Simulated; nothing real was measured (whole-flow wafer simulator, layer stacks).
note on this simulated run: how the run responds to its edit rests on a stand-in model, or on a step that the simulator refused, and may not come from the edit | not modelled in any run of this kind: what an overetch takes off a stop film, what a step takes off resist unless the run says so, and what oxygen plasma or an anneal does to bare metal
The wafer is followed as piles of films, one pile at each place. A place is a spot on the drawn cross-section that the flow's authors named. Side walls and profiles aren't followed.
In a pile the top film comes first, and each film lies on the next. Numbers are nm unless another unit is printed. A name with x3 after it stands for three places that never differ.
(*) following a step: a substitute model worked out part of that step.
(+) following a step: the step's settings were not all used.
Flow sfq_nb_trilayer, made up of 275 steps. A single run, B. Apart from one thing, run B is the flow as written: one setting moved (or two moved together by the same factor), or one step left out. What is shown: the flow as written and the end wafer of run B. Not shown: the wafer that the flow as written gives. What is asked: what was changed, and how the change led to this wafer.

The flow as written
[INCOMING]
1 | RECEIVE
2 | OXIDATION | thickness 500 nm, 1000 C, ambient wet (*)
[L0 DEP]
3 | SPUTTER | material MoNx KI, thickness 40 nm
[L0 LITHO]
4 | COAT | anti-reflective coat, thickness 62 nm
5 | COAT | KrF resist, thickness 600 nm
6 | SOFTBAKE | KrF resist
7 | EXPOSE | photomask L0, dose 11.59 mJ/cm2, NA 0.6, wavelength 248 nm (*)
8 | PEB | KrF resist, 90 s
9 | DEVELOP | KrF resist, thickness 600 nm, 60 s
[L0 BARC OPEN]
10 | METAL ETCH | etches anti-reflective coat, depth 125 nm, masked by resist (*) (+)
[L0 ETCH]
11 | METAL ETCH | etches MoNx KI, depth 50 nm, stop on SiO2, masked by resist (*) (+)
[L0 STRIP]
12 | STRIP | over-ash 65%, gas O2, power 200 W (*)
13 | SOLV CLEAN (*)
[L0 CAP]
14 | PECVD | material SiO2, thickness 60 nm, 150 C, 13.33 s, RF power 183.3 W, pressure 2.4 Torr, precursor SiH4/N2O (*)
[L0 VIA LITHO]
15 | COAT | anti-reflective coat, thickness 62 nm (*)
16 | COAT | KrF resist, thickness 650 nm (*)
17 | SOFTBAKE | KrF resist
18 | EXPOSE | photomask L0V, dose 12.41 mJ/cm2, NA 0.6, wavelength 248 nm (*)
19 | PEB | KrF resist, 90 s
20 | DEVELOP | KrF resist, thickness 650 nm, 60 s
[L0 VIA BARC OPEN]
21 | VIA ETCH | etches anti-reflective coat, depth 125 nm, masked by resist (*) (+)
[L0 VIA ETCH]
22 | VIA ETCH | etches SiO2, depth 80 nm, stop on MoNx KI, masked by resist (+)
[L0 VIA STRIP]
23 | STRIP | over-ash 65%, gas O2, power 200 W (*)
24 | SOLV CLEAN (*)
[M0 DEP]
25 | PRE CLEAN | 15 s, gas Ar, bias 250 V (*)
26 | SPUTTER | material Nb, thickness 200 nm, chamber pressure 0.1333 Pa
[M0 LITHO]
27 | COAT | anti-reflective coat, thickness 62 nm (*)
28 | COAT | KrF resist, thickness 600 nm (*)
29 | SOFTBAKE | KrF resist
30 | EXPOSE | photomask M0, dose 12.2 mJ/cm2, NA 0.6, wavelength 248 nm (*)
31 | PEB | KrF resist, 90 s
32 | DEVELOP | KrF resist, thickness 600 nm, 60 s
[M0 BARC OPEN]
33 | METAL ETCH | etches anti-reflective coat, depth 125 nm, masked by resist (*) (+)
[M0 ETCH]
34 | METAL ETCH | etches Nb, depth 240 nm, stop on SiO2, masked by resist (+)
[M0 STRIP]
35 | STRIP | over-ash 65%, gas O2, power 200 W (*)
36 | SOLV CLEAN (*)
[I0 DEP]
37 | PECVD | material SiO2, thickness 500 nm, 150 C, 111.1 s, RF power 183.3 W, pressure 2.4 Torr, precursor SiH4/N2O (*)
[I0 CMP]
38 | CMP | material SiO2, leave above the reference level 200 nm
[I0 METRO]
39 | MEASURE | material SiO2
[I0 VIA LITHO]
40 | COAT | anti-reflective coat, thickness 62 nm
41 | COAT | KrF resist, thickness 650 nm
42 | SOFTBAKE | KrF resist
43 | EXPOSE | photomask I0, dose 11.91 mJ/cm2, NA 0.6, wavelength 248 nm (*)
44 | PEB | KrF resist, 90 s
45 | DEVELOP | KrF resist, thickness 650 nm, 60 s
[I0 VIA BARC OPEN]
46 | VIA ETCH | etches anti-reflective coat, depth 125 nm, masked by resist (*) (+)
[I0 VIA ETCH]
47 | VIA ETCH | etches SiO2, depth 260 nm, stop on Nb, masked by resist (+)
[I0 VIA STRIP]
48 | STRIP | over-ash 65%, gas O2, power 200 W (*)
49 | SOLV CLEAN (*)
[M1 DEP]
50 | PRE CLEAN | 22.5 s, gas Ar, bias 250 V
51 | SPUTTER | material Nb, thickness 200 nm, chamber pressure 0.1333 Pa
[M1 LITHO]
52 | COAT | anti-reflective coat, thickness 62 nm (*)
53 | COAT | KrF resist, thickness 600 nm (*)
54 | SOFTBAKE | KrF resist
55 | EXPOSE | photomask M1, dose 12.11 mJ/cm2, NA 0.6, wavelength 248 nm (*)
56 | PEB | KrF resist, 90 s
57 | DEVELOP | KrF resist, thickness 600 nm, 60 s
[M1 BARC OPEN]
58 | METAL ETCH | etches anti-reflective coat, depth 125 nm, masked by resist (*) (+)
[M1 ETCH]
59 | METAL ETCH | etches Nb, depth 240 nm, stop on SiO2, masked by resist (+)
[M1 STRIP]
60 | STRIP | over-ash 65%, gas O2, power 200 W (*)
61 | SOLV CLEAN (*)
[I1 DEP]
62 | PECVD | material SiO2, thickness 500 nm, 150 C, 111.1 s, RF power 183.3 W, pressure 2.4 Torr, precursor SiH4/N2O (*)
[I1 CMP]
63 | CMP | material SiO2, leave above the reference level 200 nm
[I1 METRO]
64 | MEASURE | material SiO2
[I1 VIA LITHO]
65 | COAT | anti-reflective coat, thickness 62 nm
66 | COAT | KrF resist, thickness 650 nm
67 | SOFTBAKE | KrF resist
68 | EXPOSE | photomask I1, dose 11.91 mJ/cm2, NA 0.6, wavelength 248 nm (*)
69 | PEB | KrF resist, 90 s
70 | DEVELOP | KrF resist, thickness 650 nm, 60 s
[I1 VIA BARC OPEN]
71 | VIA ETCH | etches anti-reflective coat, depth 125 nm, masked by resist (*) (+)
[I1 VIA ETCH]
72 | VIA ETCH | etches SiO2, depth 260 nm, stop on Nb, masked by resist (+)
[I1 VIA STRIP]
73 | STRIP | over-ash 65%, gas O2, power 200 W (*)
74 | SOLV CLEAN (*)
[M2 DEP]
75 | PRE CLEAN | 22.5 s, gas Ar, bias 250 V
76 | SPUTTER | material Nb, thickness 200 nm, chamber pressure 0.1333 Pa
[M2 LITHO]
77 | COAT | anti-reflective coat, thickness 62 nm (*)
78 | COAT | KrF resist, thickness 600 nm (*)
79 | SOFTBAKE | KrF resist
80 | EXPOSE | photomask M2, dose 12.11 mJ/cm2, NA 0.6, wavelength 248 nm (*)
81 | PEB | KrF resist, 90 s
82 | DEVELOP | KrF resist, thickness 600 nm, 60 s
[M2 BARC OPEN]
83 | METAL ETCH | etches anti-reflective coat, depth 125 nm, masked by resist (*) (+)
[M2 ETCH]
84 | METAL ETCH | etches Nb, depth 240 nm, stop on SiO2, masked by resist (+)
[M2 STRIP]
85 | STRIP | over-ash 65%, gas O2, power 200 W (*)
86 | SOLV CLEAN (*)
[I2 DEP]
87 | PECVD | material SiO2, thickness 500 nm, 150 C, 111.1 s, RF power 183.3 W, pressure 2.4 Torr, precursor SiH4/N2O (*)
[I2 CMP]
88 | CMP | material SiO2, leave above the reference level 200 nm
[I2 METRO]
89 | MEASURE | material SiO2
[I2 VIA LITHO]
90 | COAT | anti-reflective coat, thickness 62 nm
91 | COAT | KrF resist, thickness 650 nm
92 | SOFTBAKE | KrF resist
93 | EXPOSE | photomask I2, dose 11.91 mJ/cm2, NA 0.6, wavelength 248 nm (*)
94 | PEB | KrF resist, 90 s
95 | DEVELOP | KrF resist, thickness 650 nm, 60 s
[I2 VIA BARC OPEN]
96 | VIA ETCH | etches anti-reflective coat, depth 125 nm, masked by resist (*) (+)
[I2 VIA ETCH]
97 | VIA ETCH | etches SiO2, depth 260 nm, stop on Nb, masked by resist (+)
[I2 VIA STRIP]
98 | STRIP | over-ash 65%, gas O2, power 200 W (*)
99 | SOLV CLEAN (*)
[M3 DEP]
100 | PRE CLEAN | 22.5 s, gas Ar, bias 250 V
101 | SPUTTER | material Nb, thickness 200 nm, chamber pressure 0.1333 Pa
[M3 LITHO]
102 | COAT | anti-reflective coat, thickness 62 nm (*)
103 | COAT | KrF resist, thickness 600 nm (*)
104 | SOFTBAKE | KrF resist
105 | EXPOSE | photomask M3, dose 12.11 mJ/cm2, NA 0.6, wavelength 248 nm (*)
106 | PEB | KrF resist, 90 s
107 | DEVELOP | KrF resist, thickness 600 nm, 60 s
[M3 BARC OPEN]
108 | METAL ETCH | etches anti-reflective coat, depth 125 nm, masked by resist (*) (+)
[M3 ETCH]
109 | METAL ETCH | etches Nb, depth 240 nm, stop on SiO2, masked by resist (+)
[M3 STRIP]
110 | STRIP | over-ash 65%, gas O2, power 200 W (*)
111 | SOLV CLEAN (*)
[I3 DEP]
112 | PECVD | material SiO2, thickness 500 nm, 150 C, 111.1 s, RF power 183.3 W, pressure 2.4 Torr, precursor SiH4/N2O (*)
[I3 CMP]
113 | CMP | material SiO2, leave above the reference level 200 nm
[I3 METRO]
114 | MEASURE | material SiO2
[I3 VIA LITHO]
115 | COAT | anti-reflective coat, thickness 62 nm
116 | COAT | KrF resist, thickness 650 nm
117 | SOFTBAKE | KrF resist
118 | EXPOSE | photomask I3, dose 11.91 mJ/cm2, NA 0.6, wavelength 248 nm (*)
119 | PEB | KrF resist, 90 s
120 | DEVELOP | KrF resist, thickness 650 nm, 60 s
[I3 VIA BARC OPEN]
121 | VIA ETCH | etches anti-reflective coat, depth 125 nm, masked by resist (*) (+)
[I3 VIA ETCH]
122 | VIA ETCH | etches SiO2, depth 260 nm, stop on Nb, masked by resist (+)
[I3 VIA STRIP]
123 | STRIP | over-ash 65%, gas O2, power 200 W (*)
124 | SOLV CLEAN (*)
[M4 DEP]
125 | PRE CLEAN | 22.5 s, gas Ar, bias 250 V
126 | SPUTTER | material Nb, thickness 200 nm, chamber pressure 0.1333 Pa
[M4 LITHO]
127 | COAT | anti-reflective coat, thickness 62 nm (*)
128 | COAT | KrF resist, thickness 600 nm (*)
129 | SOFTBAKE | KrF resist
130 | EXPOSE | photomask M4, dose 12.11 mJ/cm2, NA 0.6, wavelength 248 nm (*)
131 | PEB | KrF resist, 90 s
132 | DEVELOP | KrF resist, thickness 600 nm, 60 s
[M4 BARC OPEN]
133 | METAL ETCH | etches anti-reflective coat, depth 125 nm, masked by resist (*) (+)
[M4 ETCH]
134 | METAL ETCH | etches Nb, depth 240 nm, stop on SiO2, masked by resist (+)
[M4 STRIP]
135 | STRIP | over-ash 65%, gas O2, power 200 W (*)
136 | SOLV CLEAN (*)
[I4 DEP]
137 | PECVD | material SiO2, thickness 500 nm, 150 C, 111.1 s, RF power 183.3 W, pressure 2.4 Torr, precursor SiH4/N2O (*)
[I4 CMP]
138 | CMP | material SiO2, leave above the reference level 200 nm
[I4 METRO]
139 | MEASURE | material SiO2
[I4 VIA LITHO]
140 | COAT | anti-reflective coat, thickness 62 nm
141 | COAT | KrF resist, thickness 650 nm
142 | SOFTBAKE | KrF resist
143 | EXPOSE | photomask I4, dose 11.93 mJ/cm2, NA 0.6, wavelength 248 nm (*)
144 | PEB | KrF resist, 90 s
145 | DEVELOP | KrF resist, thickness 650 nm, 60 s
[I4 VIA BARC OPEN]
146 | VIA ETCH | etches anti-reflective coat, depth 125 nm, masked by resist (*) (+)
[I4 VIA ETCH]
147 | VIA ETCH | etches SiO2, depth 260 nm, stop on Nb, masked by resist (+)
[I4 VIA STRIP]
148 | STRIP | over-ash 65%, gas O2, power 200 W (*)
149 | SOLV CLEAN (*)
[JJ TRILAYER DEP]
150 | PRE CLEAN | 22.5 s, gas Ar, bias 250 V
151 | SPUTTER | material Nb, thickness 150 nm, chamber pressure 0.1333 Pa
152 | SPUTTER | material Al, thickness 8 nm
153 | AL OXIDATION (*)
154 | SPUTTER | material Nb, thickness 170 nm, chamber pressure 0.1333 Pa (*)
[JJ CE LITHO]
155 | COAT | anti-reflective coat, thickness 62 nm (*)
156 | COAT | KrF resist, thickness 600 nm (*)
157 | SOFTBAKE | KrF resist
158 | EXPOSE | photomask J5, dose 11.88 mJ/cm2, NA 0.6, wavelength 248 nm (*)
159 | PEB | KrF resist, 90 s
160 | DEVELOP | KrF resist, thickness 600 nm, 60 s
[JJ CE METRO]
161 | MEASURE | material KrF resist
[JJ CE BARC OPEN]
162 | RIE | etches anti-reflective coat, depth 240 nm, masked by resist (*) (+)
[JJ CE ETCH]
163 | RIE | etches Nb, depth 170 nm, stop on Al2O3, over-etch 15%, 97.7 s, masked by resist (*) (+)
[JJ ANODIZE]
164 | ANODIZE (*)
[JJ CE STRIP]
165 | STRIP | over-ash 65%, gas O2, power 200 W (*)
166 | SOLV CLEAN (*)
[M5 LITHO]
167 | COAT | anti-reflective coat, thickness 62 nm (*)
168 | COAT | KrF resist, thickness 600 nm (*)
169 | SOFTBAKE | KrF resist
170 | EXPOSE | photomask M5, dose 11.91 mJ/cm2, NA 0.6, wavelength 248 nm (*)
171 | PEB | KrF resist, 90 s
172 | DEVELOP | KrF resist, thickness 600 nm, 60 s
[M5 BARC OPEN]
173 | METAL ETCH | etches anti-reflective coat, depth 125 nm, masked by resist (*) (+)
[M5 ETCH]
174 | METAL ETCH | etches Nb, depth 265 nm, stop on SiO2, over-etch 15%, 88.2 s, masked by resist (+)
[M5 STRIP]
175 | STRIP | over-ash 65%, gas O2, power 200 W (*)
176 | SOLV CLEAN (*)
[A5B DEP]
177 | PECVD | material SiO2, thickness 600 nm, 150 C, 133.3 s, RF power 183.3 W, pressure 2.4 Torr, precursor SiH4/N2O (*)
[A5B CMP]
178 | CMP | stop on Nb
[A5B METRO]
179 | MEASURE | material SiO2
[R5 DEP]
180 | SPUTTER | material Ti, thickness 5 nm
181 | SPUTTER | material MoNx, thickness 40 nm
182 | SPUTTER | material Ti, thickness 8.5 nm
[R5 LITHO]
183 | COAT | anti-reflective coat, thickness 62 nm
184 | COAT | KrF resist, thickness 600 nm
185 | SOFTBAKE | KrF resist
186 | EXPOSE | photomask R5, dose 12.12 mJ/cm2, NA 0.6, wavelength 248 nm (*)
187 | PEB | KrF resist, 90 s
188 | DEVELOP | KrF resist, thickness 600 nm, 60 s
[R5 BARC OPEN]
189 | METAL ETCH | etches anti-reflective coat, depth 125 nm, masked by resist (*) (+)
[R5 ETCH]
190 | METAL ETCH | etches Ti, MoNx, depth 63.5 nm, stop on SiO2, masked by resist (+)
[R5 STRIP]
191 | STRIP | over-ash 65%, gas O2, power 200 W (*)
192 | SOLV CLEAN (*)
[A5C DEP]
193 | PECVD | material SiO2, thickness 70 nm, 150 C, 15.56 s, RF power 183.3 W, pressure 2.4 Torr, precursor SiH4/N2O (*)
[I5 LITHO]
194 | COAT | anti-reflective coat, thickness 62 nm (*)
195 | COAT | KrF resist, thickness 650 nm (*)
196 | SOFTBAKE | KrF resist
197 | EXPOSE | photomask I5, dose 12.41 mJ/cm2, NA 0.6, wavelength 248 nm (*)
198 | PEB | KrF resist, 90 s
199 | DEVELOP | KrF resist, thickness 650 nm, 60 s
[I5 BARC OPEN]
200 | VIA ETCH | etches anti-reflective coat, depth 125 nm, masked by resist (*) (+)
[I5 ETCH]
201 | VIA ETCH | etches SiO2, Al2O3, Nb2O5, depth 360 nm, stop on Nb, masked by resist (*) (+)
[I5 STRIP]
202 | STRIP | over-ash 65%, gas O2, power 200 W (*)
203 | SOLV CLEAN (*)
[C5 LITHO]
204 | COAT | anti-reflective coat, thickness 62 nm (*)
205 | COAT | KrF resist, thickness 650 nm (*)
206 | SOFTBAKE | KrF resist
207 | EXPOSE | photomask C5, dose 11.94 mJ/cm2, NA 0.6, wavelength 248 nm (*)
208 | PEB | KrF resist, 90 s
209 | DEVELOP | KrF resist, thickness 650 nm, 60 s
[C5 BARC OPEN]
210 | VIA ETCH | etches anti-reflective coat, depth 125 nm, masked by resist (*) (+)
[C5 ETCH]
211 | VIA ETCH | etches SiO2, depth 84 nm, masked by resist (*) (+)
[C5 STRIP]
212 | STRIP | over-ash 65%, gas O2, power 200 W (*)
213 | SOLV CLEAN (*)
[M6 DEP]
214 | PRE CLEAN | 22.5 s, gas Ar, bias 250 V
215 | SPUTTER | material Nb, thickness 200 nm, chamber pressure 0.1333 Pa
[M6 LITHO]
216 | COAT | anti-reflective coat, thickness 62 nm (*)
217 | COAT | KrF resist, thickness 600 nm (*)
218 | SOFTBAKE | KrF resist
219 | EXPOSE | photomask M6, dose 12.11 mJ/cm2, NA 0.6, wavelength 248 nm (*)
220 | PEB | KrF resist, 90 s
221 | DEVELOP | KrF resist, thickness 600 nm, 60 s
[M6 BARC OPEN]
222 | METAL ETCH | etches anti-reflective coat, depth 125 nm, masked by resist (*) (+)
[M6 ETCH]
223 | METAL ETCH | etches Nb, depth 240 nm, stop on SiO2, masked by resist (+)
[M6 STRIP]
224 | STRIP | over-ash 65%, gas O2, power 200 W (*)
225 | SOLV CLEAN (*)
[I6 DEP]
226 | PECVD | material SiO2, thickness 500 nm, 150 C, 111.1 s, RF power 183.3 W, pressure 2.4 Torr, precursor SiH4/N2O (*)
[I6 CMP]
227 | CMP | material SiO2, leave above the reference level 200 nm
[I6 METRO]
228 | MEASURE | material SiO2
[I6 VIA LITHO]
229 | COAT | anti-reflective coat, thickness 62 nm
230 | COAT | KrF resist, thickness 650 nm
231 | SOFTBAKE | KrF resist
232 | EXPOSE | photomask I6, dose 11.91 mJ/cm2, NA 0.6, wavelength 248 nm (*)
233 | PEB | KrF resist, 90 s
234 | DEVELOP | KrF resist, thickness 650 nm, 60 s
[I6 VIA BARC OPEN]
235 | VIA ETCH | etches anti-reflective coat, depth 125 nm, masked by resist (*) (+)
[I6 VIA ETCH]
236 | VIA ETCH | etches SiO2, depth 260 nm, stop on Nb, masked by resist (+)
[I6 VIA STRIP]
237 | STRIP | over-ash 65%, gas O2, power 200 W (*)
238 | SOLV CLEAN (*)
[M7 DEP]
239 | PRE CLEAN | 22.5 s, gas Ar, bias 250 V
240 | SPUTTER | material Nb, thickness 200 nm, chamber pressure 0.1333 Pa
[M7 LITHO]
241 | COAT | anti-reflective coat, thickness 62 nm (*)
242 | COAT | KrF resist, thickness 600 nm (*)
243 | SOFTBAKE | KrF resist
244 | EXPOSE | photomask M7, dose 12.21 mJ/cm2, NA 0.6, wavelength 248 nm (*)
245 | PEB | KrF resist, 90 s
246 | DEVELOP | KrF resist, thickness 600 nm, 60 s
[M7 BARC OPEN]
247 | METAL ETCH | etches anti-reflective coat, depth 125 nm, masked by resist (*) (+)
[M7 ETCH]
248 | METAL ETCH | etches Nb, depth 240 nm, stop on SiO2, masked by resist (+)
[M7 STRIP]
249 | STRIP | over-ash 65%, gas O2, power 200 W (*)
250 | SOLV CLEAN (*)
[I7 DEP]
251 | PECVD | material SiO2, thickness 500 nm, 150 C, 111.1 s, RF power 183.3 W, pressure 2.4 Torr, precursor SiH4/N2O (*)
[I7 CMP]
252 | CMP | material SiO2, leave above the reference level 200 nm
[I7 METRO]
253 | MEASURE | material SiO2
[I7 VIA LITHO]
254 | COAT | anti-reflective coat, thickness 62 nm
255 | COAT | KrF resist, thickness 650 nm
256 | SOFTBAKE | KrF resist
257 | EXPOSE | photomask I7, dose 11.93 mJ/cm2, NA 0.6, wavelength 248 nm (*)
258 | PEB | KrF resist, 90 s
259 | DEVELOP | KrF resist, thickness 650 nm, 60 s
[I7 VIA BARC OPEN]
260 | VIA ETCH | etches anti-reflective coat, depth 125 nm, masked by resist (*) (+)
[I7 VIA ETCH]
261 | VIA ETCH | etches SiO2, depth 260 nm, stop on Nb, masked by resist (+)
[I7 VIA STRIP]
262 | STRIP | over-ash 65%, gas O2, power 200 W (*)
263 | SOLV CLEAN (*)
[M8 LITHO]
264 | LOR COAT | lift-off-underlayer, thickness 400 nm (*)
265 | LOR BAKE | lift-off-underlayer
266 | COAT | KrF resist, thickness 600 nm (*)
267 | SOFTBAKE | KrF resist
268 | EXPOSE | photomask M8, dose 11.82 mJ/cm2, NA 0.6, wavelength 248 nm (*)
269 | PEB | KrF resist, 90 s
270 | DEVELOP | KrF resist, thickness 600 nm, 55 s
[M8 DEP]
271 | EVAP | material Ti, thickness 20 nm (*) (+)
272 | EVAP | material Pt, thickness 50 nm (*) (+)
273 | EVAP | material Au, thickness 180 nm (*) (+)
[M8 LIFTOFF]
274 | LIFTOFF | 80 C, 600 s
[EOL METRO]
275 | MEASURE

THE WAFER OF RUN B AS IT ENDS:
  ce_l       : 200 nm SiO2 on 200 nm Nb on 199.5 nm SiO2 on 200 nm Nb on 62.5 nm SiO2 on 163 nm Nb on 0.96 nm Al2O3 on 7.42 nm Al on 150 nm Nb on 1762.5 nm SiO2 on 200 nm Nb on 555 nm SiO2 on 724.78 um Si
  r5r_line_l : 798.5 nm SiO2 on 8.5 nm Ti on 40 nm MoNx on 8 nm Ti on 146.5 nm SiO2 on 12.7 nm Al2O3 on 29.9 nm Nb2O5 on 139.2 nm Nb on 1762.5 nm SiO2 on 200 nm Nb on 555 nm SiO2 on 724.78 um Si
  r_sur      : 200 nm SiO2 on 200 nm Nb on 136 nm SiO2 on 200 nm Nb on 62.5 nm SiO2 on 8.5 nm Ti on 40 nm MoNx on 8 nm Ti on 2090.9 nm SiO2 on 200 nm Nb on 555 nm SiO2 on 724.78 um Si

Cause: step 180, SPUTTER: thickness 8 nm was run, whereas the flow has thickness 5 nm.
The wafer lets one read it off: r5r_line_l has Ti 8, and step 180 as written asks for 5 nm.

Step by step, how the change led to this:
  180 | SPUTTER | material Ti, thickness 5 nm
      field_l, v_sur, via_wl and 103 more: +8 Ti (new film) (in the flow as written it would be: +5 Ti (new film))
  190 | METAL ETCH | etches Ti, MoNx, depth 63.5 nm, stop on SiO2, masked by resist (+)
      field_l, v_sur, via_wl and 92 more: -8.5 Ti (all of it), -40 MoNx (all of it), -8 Ti (all of it) (in the flow as written it would be: -8.5 Ti (all of it), -40 MoNx (all of it), -5 Ti (all of it))
      ce_l, c5j, ce_r, wl_jj: -8.5 Ti (all of it), -40 MoNx (all of it), -8 Ti (all of it), -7 Nb (in the flow as written it would be: -8.5 Ti (all of it), -40 MoNx (all of it), -5 Ti (all of it), -10 Nb)
  194 | COAT | anti-reflective coat, thickness 62 nm (*)
      ce_l: +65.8 anti-reflective coat (new film) (in the flow as written it would be: +67.2 anti-reflective coat (new film))
      ce_r: +66.7 anti-reflective coat (new film) (in the flow as written it would be: +68.1 anti-reflective coat (new film))
  202 | STRIP | over-ash 65%, gas O2, power 200 W (*)
      ce_l: -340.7 KrF resist (all of it), -65.8 anti-reflective coat (all of it) (in the flow as written it would be: -341.5 KrF resist (all of it), -67.2 anti-reflective coat (all of it))
      ce_r: -345.6 KrF resist (all of it), -66.7 anti-reflective coat (all of it) (in the flow as written it would be: -346.1 KrF resist (all of it), -68.1 anti-reflective coat (all of it))
  204 | COAT | anti-reflective coat, thickness 62 nm (*)
      ce_r: +65.7 anti-reflective coat (new film) (in the flow as written it would be: +67.2 anti-reflective coat (new film))
  212 | STRIP | over-ash 65%, gas O2, power 200 W (*)
      ce_r: -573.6 KrF resist (all of it), -65.7 anti-reflective coat (all of it) (in the flow as written it would be: -573.7 KrF resist (all of it), -67.2 anti-reflective coat (all of it))
  216 | COAT | anti-reflective coat, thickness 62 nm (*)
      sp_r: +67.4 anti-reflective coat (new film) (in the flow as written it would be: +65.9 anti-reflective coat (new film))
  224 | STRIP | over-ash 65%, gas O2, power 200 W (*)
      sp_r: -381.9 KrF resist (all of it), -67.4 anti-reflective coat (all of it) (in the flow as written it would be: -382 KrF resist (all of it), -65.9 anti-reflective coat (all of it))
